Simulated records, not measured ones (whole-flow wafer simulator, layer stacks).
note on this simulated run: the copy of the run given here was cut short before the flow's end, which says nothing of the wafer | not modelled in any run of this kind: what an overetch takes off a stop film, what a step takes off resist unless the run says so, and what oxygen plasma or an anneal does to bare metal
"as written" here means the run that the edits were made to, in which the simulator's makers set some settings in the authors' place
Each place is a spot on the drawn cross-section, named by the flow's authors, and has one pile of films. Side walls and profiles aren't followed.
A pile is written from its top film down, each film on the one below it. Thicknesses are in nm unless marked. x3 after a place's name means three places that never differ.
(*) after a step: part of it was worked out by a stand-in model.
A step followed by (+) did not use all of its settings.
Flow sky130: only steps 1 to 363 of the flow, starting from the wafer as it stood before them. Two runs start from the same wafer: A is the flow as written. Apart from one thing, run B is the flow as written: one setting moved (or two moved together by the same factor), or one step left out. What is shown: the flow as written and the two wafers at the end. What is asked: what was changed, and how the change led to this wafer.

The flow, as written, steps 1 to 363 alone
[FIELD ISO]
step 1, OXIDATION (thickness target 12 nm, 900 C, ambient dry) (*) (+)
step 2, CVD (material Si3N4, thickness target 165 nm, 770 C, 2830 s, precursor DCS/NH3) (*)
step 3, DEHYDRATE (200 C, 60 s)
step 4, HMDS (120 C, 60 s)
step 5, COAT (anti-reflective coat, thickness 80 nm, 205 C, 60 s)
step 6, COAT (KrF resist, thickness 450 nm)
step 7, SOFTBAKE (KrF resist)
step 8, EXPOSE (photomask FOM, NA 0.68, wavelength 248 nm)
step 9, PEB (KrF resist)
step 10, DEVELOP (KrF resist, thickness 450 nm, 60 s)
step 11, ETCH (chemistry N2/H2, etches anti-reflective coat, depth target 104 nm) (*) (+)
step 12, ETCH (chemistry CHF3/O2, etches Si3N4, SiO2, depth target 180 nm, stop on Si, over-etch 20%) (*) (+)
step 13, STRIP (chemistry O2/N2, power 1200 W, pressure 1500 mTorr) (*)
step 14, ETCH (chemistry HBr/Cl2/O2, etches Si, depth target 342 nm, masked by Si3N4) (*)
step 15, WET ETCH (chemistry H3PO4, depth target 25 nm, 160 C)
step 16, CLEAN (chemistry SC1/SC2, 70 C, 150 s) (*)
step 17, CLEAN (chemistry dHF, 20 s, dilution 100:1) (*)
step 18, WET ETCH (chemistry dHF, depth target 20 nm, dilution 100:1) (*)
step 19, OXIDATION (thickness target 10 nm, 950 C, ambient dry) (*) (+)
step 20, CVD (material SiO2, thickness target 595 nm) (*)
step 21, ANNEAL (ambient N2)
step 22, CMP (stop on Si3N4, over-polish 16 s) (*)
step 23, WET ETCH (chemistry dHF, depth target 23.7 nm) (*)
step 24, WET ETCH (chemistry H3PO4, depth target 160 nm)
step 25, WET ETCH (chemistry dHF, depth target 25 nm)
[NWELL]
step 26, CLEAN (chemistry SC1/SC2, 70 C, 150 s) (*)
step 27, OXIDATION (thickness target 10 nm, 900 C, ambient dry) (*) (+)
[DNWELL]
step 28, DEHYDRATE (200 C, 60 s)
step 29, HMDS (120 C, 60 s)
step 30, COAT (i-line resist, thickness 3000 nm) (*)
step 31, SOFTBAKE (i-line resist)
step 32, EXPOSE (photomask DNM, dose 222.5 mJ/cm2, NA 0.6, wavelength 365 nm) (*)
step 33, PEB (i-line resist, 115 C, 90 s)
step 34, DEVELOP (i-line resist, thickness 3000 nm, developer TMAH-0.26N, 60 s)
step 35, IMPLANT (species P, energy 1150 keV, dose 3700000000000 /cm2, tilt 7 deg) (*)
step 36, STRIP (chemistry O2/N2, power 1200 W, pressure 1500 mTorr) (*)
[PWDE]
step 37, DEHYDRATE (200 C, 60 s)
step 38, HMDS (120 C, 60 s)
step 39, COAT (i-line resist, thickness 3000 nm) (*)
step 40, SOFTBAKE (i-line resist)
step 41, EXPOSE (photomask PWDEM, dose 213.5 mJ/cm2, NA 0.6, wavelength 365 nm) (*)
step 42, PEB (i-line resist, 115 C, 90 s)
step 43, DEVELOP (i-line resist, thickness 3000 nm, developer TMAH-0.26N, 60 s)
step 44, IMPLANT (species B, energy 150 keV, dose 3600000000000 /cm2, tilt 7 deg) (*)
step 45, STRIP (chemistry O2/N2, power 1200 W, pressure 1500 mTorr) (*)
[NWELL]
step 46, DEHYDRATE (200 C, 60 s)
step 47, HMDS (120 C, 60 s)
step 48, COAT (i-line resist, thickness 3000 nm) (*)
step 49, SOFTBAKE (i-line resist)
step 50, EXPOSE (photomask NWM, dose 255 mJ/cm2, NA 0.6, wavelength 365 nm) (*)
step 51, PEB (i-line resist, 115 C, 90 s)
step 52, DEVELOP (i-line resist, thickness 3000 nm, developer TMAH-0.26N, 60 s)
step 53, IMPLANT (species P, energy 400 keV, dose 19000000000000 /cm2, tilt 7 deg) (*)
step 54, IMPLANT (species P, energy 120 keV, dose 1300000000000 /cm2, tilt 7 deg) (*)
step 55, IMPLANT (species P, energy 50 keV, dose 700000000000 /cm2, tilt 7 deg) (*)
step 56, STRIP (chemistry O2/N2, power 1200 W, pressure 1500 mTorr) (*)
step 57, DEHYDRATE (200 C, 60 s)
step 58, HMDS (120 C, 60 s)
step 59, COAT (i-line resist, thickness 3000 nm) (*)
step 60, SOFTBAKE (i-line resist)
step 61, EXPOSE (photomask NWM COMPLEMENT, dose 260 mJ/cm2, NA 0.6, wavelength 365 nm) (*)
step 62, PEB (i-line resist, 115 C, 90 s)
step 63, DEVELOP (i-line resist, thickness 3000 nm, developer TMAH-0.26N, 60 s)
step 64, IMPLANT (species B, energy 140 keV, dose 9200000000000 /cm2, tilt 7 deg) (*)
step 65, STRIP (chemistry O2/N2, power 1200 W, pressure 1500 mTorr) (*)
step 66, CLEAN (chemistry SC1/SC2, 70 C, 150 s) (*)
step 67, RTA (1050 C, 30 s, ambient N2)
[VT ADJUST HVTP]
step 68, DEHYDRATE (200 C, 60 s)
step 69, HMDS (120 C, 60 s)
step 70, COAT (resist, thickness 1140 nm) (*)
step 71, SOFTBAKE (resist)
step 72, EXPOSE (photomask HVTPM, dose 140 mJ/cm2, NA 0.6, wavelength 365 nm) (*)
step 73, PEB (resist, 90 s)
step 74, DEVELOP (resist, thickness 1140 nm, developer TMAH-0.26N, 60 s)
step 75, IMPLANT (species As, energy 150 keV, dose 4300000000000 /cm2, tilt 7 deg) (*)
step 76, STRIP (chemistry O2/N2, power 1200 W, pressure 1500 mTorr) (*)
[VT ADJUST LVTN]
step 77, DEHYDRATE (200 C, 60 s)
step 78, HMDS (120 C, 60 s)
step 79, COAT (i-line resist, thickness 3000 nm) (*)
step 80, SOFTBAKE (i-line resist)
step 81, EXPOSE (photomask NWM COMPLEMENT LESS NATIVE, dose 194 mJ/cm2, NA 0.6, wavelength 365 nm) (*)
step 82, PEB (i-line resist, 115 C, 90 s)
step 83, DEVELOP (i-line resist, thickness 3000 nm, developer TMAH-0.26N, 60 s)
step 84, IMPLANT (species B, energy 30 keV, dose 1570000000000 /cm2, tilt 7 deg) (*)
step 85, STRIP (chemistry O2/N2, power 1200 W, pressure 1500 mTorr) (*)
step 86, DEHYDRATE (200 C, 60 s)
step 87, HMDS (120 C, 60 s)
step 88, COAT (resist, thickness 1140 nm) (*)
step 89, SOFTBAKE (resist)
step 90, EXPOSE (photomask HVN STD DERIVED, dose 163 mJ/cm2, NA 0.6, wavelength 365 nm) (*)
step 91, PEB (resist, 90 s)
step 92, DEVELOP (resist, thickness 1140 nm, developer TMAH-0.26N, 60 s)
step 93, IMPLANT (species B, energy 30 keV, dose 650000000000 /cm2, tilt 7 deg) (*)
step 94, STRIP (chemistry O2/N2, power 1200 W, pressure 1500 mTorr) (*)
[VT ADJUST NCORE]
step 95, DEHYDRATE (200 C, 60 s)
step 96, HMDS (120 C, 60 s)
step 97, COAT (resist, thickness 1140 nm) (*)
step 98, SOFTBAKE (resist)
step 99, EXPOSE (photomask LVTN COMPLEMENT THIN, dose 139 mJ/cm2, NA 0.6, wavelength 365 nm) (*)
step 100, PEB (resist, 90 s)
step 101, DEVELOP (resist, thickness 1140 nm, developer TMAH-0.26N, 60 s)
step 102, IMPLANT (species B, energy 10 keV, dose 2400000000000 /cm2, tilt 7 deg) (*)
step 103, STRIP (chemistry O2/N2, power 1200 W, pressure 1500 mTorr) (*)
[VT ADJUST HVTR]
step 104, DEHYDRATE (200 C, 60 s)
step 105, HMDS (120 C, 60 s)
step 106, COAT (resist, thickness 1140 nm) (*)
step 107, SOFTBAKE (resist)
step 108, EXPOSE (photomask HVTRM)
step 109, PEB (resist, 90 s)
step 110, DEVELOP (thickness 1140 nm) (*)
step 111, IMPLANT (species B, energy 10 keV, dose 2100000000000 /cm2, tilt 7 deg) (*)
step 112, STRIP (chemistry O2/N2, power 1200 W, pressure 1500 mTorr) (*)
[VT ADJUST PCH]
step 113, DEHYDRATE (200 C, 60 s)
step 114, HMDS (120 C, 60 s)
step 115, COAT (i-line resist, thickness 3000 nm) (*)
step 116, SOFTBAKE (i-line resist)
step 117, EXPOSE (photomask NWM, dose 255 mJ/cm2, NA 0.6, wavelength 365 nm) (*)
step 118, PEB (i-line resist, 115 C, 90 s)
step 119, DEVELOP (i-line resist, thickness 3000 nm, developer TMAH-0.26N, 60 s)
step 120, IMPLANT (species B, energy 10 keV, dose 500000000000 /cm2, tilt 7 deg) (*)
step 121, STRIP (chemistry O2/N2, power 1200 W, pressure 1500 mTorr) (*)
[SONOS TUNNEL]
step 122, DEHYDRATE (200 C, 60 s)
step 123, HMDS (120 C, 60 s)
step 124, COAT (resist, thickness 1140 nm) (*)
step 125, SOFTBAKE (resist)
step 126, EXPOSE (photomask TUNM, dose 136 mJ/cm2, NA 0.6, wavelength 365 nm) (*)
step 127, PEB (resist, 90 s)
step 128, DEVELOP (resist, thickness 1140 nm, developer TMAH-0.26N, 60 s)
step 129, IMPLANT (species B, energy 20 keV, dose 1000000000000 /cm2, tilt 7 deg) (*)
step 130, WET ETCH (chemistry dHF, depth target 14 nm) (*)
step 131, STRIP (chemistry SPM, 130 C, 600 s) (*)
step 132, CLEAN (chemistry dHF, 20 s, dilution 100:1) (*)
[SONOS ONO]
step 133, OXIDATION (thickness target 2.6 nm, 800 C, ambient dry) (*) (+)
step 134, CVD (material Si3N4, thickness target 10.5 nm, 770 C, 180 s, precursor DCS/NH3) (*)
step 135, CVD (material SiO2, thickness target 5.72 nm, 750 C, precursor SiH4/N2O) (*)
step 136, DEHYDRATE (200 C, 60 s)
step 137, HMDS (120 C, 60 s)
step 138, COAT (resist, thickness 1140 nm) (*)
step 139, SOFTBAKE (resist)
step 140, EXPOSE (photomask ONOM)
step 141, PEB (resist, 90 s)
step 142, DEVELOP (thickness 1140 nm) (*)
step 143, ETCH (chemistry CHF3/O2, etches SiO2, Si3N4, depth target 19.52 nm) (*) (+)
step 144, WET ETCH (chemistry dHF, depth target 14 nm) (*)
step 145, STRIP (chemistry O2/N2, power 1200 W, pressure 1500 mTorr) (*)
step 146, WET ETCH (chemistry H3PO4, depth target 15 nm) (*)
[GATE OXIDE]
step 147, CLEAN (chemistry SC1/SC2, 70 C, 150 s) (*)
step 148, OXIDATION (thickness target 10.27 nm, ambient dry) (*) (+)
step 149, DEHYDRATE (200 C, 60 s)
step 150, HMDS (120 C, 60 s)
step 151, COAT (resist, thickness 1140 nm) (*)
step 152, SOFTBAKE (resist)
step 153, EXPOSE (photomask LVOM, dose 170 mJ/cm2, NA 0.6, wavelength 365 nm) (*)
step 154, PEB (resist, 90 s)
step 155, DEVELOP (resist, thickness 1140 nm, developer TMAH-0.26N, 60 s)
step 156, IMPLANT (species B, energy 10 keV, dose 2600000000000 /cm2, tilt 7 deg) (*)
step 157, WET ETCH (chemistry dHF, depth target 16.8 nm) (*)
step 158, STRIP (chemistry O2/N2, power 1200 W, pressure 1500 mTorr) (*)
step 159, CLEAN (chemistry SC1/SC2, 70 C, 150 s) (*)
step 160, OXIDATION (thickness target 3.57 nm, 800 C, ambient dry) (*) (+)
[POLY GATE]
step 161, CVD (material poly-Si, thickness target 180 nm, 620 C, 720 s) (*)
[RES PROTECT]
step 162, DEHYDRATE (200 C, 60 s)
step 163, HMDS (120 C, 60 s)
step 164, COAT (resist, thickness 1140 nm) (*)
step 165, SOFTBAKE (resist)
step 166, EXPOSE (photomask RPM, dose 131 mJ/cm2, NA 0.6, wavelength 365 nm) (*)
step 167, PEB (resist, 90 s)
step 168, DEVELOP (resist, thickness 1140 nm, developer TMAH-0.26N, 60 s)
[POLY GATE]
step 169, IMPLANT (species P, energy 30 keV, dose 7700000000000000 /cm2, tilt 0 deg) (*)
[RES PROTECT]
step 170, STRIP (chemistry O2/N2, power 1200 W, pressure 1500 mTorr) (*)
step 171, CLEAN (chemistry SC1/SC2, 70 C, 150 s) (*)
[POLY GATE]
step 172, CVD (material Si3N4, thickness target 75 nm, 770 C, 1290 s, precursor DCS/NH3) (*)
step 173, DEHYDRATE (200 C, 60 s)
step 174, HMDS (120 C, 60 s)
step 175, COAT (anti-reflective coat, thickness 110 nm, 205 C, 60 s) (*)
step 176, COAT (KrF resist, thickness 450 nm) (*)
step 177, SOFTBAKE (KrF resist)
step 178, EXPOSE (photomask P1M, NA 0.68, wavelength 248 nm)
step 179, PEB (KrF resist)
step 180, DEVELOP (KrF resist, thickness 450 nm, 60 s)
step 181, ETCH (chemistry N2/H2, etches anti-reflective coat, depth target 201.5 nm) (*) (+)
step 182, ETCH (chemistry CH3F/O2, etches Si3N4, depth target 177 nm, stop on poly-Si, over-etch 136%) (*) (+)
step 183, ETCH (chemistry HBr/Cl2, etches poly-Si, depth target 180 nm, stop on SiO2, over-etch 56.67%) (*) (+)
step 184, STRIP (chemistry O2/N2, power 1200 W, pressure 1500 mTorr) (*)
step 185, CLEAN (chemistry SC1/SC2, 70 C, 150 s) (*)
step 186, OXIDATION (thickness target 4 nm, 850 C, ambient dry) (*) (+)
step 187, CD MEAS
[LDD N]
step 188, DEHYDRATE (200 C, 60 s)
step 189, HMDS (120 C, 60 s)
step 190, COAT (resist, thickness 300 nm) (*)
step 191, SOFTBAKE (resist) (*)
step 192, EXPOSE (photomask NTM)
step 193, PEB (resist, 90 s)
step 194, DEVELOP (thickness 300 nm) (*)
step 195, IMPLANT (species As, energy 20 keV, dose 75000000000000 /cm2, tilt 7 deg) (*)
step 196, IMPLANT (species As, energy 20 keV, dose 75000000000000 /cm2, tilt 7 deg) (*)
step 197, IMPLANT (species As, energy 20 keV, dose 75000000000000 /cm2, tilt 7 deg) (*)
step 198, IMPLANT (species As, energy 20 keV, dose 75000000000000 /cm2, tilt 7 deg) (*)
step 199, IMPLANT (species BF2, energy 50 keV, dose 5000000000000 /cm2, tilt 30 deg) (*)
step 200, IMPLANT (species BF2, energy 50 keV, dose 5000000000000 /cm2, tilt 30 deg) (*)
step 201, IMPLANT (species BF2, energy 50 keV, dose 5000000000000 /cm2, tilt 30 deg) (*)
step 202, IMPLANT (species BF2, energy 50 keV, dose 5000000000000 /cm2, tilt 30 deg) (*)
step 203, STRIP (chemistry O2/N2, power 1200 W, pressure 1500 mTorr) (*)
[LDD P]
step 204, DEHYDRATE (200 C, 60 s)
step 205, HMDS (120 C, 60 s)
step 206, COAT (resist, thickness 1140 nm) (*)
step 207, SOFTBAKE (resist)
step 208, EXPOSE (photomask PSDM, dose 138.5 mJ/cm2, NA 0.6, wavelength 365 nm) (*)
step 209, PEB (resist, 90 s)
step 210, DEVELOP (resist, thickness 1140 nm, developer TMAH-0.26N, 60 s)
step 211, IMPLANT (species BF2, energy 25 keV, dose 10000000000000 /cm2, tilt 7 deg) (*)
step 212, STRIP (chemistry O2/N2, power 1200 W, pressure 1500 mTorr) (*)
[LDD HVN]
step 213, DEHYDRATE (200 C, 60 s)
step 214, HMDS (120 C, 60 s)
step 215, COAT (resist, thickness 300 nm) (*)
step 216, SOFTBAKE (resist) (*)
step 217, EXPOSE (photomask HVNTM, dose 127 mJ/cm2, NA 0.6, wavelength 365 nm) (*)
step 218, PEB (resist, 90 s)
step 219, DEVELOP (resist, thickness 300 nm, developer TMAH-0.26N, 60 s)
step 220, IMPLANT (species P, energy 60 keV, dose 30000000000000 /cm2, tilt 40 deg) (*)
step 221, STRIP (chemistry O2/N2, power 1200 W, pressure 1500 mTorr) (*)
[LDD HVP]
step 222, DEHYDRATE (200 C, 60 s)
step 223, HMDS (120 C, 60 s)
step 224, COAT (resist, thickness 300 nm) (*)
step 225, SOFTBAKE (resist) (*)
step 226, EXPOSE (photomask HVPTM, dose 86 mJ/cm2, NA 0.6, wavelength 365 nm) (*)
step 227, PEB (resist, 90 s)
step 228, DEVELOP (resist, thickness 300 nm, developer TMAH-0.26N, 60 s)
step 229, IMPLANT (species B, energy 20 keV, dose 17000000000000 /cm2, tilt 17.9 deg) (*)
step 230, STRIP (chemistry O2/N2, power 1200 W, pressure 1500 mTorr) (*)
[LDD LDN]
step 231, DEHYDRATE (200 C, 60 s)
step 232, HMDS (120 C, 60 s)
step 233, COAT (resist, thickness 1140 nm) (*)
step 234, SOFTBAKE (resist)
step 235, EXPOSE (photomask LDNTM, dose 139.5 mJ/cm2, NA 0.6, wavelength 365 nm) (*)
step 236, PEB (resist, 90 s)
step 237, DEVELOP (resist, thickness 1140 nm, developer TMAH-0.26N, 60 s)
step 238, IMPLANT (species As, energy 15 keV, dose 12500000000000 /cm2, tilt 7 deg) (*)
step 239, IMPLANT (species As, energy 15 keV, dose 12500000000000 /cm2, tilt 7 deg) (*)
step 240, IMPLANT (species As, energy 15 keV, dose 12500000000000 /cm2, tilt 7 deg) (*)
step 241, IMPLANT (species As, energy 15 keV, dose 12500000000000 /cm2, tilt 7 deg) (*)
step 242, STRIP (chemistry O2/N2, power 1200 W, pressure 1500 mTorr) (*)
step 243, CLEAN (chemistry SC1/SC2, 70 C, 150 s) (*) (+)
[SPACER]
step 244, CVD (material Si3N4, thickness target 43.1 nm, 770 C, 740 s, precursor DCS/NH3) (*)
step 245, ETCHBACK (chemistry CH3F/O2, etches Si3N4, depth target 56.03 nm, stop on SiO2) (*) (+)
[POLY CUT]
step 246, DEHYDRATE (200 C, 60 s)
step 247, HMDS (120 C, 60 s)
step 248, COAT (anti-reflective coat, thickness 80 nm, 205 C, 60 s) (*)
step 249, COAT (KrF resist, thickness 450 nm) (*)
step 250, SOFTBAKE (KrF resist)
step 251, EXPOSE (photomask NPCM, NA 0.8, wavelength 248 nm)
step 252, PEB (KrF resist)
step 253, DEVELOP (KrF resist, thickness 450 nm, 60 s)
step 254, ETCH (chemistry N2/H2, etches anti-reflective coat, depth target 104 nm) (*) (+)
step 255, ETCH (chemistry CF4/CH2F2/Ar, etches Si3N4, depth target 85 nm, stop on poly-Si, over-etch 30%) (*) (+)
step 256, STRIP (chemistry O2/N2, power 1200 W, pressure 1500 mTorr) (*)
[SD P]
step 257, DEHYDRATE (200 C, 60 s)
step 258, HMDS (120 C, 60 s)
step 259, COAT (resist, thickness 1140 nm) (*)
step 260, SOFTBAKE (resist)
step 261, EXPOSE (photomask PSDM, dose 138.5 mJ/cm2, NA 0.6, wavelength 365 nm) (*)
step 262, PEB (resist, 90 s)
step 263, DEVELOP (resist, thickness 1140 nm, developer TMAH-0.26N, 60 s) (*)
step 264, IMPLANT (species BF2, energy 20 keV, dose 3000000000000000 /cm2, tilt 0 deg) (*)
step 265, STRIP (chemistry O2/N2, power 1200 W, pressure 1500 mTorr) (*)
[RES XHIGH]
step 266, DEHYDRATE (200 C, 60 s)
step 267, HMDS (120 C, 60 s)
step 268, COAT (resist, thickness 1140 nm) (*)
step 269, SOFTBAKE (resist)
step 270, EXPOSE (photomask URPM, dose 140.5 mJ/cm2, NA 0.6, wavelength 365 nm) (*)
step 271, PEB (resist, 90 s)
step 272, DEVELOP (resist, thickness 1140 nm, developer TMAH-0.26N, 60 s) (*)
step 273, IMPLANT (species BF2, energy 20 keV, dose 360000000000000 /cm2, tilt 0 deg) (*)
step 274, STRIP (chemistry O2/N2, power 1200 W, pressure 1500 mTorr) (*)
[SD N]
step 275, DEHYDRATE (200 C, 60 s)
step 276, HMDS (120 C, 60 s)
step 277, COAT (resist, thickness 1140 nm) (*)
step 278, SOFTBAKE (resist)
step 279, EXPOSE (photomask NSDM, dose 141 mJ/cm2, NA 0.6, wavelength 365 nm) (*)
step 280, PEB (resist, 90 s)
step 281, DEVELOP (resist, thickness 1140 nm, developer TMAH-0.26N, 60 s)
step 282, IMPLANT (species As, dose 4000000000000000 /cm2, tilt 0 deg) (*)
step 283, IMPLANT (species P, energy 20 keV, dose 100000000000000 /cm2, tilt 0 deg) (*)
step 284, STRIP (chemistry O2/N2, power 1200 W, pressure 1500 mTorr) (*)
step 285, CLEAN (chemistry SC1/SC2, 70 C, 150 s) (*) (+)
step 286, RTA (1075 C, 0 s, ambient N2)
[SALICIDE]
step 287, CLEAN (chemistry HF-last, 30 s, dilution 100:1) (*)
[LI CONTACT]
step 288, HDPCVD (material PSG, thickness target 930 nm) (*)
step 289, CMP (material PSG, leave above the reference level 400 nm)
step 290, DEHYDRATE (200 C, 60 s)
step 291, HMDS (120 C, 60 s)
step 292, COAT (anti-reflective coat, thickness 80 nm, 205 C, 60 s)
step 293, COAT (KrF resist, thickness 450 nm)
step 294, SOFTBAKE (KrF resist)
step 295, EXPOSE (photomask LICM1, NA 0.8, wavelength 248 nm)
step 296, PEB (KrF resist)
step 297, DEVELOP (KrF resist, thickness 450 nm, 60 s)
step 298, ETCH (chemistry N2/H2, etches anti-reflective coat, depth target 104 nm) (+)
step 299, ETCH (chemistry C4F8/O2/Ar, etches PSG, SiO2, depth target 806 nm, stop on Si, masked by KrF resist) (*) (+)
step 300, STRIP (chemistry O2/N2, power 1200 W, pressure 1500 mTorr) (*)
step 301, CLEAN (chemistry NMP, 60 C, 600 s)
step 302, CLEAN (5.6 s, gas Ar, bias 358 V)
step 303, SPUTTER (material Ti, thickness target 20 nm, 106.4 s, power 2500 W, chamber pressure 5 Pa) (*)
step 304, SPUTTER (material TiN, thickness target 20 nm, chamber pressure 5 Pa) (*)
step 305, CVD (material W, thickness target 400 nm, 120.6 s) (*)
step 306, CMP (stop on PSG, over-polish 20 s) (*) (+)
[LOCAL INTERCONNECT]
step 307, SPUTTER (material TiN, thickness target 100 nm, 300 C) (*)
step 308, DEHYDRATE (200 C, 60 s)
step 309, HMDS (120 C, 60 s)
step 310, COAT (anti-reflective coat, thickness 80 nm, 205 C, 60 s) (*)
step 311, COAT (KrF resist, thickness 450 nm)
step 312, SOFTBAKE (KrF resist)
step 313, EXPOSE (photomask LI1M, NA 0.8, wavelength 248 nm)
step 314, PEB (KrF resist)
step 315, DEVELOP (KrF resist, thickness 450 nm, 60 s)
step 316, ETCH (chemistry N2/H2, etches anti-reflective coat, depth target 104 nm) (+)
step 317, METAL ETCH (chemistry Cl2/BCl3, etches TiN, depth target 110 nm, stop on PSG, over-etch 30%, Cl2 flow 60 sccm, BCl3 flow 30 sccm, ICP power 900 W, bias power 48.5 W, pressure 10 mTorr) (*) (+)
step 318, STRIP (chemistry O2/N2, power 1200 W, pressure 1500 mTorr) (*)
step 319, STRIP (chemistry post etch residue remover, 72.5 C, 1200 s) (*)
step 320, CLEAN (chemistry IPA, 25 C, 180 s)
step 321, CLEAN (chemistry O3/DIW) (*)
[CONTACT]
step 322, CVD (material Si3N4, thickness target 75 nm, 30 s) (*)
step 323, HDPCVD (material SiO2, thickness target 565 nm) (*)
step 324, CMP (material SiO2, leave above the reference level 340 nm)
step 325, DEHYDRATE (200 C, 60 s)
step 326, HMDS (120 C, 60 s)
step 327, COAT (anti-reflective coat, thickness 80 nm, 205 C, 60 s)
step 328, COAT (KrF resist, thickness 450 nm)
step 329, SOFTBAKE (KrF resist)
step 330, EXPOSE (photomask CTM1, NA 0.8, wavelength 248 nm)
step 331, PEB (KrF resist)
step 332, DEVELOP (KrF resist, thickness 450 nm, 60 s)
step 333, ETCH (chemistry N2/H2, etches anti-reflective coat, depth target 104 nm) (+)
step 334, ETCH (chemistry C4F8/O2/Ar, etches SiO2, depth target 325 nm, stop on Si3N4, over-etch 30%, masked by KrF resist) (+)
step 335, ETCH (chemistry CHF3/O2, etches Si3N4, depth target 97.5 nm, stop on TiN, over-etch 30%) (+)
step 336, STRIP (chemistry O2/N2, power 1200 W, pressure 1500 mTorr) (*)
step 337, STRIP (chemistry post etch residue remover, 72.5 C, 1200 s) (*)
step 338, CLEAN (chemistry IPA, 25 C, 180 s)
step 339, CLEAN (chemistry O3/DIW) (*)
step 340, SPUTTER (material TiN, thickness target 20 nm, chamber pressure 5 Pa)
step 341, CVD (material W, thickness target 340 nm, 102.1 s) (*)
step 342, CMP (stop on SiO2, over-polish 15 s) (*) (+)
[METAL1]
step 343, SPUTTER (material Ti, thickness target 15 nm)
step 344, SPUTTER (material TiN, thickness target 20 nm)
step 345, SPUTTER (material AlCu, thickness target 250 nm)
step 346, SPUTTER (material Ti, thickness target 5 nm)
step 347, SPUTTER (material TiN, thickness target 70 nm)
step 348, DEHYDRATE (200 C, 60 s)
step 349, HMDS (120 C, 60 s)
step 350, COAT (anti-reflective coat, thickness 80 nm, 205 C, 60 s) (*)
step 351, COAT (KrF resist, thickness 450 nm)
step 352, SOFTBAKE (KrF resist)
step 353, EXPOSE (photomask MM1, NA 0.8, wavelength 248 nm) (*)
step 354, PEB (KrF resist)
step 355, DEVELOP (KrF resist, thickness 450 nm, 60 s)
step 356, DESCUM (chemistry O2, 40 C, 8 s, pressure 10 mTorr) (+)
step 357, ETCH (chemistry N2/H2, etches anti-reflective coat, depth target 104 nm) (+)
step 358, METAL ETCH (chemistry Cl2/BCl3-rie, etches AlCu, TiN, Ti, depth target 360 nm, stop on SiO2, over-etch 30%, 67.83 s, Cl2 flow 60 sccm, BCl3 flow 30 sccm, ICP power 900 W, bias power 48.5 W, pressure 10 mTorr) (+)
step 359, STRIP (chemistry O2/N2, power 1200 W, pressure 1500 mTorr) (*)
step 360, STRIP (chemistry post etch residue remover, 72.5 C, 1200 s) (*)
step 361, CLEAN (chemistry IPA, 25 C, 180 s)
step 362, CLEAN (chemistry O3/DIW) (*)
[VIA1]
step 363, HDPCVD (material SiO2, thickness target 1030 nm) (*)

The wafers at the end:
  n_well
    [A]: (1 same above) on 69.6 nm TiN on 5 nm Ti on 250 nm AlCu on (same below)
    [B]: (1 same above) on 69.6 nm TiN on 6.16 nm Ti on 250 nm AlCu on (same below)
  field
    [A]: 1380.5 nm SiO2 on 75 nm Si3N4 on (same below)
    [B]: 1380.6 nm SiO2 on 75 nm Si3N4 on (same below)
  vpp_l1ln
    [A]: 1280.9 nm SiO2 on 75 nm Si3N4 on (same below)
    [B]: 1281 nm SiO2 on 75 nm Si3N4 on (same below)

Cause: step 346, SPUTTER: thickness target 6.16 nm was run, though the flow has thickness target 5 nm.
The wafer itself shows it: n_well has Ti 6.16, and step 346 as written asks for 5 nm.

How this came from the change, step by step:
  step 346, SPUTTER (material Ti, thickness target 5 nm)
      field, active, n_well and 188 more: A +5 Ti (new film) | B +6.16 Ti (new film)
  step 358, METAL ETCH (chemistry Cl2/BCl3-rie, etches AlCu, TiN, Ti, depth target 360 nm, stop on SiO2, over-etch 30%, 67.83 s, Cl2 flow 60 sccm, BCl3 flow 30 sccm, ICP power 900 W, bias power 48.5 W, pressure 10 mTorr) (+)
      field, active, gate and 81 more: A -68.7 TiN (all of it), -5 Ti (all of it), -250 AlCu (all of it), -20 TiN (all of it), -15 Ti (all of it), -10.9 SiO2 | B -68.7 TiN (all of it), -6.16 Ti (all of it), -250 AlCu (all of it), -20 TiN (all of it), -15 Ti (all of it), -10.8 SiO2
